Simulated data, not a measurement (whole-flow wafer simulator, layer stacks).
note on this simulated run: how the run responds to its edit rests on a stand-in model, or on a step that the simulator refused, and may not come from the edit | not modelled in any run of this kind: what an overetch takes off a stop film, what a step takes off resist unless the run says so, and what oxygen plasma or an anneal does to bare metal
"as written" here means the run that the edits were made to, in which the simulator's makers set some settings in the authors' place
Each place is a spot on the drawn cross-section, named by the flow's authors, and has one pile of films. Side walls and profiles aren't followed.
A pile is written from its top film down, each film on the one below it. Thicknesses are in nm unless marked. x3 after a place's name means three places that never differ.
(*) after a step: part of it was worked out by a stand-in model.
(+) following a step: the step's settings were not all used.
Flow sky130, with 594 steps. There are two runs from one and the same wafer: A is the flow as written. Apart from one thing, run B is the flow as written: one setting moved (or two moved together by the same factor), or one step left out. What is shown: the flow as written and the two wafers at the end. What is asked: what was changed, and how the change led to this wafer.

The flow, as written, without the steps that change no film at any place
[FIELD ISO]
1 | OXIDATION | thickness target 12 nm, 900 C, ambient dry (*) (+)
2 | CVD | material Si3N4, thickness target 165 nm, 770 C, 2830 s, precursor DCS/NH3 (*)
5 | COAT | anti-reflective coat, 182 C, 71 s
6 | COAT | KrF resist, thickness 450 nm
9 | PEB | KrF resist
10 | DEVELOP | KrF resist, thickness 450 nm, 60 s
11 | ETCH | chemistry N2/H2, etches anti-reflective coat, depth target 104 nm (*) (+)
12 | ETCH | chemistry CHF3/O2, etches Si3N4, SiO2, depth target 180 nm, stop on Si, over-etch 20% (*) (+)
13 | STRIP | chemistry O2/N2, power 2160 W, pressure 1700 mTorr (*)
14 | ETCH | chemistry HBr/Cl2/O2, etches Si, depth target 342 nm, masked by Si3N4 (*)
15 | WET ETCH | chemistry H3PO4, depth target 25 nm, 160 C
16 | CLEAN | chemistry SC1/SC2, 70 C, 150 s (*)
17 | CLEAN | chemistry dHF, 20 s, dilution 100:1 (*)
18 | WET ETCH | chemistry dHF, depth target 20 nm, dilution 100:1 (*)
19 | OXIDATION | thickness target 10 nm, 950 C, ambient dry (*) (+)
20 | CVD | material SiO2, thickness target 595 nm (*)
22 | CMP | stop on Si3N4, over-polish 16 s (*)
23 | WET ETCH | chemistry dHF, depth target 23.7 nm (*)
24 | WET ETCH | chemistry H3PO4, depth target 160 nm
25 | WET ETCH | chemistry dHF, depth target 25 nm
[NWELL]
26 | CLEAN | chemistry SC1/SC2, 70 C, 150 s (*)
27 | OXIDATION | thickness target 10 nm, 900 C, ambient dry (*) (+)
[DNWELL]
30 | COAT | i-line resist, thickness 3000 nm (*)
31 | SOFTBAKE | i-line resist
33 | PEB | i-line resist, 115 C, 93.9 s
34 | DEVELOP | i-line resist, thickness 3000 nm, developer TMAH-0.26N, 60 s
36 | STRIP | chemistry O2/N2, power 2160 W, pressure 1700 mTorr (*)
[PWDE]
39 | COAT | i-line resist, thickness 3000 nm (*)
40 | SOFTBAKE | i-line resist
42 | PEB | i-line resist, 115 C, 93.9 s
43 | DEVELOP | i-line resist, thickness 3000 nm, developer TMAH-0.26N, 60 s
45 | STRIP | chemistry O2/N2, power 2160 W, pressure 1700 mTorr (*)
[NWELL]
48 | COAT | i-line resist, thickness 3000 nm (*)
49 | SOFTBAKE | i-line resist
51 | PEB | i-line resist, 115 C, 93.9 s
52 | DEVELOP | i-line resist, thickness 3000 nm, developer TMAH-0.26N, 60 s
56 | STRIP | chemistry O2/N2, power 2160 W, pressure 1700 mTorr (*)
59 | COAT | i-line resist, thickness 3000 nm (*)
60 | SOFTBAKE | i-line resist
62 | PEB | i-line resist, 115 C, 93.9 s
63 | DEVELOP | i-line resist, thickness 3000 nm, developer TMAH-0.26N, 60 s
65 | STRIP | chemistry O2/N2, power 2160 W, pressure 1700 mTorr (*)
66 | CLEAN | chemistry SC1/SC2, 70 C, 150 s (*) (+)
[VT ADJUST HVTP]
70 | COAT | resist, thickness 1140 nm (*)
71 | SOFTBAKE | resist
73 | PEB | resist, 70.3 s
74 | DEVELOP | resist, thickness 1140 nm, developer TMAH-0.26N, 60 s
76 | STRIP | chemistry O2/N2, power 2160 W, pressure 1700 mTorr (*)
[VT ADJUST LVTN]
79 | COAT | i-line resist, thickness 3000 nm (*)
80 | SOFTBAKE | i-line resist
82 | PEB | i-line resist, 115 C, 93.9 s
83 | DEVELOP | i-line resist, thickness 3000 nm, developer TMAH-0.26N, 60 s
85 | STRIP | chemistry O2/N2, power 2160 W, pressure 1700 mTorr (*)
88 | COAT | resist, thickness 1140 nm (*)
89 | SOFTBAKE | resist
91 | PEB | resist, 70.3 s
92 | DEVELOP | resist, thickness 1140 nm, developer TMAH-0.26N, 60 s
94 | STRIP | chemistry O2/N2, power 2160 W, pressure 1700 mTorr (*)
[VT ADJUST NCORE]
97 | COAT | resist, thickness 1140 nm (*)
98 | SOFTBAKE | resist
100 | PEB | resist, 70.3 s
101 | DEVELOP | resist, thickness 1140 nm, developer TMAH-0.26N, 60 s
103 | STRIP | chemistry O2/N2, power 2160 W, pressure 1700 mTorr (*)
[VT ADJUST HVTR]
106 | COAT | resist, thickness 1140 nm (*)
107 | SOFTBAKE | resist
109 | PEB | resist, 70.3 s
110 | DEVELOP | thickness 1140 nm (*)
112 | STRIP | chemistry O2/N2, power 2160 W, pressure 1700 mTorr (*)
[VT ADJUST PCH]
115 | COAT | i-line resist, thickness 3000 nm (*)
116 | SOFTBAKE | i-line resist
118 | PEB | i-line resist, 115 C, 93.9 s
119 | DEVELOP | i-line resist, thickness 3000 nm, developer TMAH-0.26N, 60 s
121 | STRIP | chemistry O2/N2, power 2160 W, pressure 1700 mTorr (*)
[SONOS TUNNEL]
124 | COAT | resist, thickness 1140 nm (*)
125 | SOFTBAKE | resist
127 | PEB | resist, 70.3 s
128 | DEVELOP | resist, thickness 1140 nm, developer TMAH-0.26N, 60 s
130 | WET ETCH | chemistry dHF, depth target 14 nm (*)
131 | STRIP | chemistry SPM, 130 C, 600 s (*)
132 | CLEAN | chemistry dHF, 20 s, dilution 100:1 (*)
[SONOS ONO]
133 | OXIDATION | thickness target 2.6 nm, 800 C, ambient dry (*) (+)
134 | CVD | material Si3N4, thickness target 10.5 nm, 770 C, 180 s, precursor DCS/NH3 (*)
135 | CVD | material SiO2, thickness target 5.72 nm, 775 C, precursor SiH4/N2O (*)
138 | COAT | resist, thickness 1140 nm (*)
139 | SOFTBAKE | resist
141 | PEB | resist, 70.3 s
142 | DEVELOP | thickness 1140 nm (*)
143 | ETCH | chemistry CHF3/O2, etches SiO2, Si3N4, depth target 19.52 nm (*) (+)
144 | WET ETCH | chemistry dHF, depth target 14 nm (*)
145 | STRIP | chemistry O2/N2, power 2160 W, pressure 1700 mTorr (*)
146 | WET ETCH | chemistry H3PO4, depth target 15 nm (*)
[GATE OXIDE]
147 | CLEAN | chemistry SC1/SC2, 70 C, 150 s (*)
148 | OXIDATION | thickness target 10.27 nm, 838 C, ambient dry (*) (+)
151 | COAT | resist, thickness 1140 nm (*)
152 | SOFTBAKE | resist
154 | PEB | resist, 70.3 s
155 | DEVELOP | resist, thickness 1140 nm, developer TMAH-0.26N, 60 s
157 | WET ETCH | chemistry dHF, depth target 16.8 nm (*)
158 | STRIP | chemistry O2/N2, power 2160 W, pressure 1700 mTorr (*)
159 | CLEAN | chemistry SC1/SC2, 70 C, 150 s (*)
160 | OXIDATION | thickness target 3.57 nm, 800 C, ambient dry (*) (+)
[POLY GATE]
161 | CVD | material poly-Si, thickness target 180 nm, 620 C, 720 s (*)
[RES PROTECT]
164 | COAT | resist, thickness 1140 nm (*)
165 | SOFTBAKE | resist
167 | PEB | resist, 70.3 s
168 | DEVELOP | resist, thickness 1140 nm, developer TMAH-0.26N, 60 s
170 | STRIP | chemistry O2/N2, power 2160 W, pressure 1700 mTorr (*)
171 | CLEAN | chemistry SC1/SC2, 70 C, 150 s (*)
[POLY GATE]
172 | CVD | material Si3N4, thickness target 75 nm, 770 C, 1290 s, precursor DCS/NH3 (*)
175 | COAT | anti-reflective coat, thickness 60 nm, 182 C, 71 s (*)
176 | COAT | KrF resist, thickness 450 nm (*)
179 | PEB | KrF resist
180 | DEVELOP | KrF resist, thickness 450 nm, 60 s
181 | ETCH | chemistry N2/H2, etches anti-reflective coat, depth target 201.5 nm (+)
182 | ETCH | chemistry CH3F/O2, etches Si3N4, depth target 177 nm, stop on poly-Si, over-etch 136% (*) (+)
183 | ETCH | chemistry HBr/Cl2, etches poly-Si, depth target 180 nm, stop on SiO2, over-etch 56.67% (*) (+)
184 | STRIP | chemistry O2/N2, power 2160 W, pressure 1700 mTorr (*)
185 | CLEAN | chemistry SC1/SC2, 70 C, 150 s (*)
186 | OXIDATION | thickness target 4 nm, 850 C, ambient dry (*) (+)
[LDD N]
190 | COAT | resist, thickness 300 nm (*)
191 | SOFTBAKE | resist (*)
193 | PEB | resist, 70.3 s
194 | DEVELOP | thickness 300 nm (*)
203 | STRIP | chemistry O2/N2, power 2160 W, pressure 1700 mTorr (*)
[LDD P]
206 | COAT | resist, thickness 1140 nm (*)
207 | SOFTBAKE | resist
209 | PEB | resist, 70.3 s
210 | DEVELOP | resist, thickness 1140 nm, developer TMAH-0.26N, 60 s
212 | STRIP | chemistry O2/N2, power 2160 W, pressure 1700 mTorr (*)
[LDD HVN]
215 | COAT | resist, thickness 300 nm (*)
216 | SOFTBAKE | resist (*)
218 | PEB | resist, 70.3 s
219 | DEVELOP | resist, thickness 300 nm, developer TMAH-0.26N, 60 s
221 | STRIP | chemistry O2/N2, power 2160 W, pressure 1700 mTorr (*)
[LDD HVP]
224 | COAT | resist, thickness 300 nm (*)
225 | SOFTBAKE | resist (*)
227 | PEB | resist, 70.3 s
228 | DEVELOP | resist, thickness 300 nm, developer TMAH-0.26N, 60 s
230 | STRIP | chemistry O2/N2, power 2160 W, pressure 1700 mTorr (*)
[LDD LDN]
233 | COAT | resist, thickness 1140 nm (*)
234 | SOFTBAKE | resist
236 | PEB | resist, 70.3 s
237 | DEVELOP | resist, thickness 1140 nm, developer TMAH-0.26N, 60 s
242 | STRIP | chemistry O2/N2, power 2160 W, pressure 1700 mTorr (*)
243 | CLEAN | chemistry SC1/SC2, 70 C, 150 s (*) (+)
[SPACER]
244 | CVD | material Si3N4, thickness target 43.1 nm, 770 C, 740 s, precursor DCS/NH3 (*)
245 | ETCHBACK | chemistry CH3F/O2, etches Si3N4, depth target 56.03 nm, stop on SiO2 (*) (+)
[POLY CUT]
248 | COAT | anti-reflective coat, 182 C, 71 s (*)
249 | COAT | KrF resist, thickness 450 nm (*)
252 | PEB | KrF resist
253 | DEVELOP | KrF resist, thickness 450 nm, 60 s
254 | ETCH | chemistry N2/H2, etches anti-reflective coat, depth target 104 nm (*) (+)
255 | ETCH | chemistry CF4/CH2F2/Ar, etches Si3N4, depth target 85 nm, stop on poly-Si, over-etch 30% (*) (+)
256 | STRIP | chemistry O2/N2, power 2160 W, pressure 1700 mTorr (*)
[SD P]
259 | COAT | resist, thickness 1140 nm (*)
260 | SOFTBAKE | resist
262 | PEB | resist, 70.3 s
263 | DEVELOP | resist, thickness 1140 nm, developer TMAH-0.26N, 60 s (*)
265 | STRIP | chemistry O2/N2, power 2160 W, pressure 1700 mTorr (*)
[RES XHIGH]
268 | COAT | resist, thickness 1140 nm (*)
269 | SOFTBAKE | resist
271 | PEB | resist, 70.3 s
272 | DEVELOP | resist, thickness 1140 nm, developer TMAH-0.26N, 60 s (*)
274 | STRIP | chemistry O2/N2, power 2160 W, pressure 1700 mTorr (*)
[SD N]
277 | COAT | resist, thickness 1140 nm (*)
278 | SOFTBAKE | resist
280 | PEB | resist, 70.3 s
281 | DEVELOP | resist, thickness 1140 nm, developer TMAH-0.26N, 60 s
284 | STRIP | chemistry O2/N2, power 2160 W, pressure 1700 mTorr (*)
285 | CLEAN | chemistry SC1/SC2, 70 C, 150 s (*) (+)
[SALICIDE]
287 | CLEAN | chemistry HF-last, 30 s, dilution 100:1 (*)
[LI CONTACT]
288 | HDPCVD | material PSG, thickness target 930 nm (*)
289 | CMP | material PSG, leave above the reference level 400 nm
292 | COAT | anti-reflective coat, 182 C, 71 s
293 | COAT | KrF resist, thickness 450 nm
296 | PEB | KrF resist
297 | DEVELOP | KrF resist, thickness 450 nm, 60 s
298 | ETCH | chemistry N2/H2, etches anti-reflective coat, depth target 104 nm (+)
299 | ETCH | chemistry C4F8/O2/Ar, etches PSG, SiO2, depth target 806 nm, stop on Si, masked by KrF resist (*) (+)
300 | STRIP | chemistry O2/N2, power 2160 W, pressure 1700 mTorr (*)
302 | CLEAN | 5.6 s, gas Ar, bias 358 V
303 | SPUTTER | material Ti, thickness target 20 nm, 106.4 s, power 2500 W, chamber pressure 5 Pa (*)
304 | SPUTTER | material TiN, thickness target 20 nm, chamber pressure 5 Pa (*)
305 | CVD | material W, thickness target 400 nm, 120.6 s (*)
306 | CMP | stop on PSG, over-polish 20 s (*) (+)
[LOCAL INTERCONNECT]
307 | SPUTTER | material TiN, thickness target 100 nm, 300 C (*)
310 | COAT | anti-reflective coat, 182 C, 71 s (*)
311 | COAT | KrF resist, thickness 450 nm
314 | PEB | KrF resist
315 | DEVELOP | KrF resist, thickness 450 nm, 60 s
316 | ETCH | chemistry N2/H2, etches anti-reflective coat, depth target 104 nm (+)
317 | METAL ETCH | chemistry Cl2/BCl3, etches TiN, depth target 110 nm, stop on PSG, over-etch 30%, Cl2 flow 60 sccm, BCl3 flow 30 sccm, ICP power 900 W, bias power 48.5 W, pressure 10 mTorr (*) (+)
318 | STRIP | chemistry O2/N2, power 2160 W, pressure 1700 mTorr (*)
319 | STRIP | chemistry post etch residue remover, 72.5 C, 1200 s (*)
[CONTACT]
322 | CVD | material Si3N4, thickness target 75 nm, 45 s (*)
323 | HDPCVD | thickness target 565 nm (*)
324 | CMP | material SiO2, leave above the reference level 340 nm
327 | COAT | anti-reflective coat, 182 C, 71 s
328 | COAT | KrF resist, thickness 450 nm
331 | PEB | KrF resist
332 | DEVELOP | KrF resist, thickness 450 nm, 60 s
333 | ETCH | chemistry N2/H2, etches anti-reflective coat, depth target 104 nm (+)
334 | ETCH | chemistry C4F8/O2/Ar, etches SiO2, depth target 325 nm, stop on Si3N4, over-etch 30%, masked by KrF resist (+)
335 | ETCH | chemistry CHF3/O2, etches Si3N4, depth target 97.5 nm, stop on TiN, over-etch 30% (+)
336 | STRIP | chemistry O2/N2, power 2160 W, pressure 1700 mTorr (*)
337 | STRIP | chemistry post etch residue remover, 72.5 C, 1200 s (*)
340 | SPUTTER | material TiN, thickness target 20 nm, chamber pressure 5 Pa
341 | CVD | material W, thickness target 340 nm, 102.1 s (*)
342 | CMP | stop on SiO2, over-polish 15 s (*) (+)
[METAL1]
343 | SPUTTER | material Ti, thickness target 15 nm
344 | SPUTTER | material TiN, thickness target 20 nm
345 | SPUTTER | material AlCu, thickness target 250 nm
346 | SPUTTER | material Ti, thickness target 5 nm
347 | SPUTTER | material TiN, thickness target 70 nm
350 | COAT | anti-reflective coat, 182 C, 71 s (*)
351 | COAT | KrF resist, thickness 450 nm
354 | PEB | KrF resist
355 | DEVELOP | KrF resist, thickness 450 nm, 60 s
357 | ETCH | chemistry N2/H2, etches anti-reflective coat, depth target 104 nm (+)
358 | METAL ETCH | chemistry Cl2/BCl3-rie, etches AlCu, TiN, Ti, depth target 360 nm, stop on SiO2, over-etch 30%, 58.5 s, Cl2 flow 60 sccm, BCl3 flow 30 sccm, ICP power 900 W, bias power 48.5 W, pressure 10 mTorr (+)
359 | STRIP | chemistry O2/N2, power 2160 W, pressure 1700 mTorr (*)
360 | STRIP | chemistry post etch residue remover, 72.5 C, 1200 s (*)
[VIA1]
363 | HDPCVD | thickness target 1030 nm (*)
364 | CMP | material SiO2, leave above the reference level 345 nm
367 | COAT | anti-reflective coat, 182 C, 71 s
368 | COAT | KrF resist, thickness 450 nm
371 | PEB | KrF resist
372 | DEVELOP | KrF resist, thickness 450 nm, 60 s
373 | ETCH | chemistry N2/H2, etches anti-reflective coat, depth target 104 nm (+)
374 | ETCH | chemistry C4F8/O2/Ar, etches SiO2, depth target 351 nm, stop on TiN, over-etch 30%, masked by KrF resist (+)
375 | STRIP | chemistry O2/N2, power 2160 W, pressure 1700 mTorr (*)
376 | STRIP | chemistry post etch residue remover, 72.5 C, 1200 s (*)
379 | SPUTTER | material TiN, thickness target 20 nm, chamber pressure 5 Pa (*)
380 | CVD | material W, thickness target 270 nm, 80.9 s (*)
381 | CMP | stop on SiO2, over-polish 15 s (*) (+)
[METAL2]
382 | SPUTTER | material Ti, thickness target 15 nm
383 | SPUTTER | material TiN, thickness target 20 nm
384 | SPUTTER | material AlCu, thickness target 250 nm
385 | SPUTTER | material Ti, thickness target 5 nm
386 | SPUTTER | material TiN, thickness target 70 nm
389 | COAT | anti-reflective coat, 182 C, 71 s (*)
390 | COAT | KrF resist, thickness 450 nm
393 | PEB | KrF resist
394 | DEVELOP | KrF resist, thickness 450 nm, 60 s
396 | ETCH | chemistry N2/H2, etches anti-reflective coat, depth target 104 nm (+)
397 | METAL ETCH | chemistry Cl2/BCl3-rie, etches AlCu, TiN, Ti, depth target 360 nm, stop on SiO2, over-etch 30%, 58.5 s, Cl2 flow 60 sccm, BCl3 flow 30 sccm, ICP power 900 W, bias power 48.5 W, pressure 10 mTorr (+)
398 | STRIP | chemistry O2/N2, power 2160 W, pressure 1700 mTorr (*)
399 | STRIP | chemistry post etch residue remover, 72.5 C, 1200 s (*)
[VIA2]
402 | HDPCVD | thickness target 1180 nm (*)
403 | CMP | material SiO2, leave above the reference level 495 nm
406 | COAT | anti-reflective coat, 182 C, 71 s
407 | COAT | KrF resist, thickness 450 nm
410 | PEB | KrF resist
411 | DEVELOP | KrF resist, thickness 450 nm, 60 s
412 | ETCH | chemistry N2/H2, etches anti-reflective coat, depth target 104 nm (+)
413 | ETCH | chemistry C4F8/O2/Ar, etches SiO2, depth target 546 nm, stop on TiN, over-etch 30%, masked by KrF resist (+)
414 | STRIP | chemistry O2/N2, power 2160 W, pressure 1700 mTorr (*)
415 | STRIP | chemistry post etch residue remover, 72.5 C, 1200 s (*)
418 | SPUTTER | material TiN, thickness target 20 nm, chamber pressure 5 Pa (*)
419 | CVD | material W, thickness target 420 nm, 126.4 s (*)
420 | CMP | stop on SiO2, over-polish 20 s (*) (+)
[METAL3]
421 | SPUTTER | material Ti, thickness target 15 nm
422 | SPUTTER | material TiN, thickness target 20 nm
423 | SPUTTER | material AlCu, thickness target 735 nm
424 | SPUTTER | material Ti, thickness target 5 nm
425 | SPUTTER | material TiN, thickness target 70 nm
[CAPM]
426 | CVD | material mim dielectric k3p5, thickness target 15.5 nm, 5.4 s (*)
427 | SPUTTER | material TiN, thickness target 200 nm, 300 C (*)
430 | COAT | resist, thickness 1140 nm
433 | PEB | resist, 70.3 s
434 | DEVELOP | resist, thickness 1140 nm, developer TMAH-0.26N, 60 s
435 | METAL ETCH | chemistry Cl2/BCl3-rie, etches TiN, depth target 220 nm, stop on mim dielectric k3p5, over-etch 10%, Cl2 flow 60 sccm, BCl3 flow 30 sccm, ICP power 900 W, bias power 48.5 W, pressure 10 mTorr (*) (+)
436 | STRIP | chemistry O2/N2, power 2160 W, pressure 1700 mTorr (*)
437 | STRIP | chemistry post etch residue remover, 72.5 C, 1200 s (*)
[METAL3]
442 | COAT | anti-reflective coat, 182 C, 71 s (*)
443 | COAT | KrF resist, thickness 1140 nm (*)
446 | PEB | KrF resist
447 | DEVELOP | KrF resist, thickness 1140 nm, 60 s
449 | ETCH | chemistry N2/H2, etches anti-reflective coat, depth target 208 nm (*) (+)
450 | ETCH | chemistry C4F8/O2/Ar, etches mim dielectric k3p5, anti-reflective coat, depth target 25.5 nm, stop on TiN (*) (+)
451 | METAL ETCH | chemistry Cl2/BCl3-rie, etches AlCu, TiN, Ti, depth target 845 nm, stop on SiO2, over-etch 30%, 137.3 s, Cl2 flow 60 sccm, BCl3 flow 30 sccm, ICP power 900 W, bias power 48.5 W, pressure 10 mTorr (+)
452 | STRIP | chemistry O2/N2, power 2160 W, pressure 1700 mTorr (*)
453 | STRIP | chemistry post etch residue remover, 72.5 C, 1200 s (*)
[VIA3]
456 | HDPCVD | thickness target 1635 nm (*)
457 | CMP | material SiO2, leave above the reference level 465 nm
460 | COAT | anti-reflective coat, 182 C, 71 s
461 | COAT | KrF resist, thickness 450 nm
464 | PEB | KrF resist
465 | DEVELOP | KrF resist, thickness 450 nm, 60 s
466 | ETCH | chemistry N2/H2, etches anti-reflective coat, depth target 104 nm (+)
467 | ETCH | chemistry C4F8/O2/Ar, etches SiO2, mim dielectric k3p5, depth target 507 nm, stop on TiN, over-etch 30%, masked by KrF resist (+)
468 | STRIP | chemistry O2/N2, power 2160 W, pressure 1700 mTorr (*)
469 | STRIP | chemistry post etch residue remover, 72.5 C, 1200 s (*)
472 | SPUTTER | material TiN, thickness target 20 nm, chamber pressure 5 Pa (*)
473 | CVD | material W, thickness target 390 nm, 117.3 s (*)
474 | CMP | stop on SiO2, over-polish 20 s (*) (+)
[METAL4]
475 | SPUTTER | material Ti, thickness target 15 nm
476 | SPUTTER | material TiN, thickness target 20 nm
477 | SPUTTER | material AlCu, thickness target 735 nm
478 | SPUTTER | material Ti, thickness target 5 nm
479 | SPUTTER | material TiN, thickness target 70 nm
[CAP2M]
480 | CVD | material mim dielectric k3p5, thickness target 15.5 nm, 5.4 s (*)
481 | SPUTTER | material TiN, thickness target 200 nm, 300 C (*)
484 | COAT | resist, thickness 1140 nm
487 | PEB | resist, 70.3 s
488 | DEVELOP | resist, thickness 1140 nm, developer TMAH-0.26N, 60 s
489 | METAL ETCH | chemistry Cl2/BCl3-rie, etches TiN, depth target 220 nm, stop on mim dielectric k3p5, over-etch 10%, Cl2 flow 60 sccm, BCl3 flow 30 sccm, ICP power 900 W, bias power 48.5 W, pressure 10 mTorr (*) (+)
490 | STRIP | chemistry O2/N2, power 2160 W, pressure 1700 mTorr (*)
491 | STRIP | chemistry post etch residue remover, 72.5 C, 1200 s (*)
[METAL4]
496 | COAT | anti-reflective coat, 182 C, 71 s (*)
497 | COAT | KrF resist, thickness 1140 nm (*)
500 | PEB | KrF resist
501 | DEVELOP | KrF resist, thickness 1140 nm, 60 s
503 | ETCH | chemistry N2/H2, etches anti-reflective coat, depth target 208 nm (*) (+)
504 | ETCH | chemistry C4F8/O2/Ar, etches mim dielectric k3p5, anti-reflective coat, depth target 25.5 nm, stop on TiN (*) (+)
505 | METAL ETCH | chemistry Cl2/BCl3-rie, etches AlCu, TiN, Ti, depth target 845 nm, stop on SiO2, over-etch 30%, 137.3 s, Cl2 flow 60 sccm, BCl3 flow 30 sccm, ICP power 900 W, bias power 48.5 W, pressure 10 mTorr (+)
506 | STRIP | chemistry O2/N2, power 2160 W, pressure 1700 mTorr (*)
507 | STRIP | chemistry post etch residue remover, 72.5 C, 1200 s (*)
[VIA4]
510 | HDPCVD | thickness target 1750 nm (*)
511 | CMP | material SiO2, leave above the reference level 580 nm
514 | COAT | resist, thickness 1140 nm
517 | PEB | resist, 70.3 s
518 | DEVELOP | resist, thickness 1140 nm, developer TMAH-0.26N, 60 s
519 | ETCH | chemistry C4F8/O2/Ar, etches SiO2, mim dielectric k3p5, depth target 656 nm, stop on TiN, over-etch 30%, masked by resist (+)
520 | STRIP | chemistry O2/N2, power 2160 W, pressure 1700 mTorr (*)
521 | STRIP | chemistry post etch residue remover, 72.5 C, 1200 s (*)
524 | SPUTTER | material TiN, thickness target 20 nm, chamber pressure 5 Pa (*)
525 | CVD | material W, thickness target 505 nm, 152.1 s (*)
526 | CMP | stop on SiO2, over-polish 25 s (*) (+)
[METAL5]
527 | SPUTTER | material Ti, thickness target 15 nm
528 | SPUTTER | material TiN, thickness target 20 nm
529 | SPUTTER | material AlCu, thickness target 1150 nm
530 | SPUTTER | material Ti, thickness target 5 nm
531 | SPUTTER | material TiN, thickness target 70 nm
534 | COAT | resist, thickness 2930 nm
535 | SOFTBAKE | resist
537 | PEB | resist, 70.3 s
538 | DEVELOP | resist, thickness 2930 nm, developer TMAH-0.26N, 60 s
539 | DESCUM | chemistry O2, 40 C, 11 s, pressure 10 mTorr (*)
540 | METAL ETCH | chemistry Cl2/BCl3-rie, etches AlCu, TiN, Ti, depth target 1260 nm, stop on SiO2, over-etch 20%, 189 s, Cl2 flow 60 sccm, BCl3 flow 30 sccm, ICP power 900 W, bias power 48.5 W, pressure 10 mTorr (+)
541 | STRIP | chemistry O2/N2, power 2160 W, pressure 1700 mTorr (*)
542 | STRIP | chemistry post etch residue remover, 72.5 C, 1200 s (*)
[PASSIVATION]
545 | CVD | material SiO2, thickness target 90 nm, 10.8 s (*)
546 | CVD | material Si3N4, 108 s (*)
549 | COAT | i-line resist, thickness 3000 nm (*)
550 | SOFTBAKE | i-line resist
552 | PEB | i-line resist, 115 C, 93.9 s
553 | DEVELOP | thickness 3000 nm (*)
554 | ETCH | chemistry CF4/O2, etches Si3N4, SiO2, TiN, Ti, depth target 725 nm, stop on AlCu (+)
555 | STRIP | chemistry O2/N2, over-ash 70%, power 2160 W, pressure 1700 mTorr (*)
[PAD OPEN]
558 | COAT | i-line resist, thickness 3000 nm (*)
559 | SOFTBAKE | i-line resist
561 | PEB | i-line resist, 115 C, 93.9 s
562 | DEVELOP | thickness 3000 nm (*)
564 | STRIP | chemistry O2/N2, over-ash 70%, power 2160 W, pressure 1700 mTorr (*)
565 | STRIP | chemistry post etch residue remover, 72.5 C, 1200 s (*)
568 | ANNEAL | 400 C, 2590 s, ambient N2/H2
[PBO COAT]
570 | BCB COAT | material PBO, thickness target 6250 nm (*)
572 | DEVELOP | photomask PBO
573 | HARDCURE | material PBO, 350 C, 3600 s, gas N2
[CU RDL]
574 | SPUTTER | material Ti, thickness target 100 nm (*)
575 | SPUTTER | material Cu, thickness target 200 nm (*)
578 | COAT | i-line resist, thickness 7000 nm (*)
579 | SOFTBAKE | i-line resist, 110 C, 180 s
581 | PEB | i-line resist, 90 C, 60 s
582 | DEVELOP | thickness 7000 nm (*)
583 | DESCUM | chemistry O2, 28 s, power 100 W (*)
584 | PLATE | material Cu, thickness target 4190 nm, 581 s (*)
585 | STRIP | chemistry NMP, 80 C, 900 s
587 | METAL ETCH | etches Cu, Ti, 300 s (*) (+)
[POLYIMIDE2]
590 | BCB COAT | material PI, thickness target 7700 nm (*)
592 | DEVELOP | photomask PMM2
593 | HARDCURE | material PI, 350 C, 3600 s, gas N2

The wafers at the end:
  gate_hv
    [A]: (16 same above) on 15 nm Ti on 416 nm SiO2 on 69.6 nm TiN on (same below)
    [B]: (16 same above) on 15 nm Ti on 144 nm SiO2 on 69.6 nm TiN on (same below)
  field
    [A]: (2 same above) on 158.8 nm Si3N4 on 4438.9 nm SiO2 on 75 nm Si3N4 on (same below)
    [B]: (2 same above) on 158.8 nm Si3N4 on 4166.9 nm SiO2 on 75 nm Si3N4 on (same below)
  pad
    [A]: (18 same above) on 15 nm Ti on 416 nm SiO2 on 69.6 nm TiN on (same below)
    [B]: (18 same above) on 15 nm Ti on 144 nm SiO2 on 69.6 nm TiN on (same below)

Cause: step 403, CMP: leave above the reference level 223 nm was run, whereas the flow has leave above the reference level 495 nm.

The path from the change to this, step by step:
  403 | CMP | material SiO2, leave above the reference level 495 nm
      n_well, p_well, gate_hv and 101 more: A SiO2 loses 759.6 | B SiO2 loses 1031.6
      field, active, gate and 82 more: A SiO2 loses 389.1 | B SiO2 loses 661.1
      (as well as at 2 more places)
  413 | ETCH | chemistry C4F8/O2/Ar, etches SiO2, depth target 546 nm, stop on TiN, over-etch 30%, masked by KrF resist (+)
      field, active, n_well and 186 more: A KrF resist loses 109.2 | B KrF resist loses 38.6
      m1: A SiO2 loses 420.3 (all of it) | B SiO2 loses 148.3 (all of it)
      (as well as at 1 more place)
  414 | STRIP | chemistry O2/N2, power 2160 W, pressure 1700 mTorr (*)
      field, active, n_well and 186 more: A KrF resist loses 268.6 (all of it), anti-reflective coat loses 80 (all of it) | B KrF resist loses 339.3 (all of it), anti-reflective coat loses 80 (all of it)
  418 | SPUTTER | material TiN, thickness target 20 nm, chamber pressure 5 Pa (*)
      m1: A TiN gains 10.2 | B TiN gains 14.7
      via2_hole: A TiN gains 10.2 | B TiN gains 14.6
  419 | CVD | material W, thickness target 420 nm, 126.4 s (*)
      m1: A W gains 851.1 (new film) | B W gains 574.7 (new film)
      via2_hole: A W gains 850.7 (new film) | B W gains 574.2 (new film)
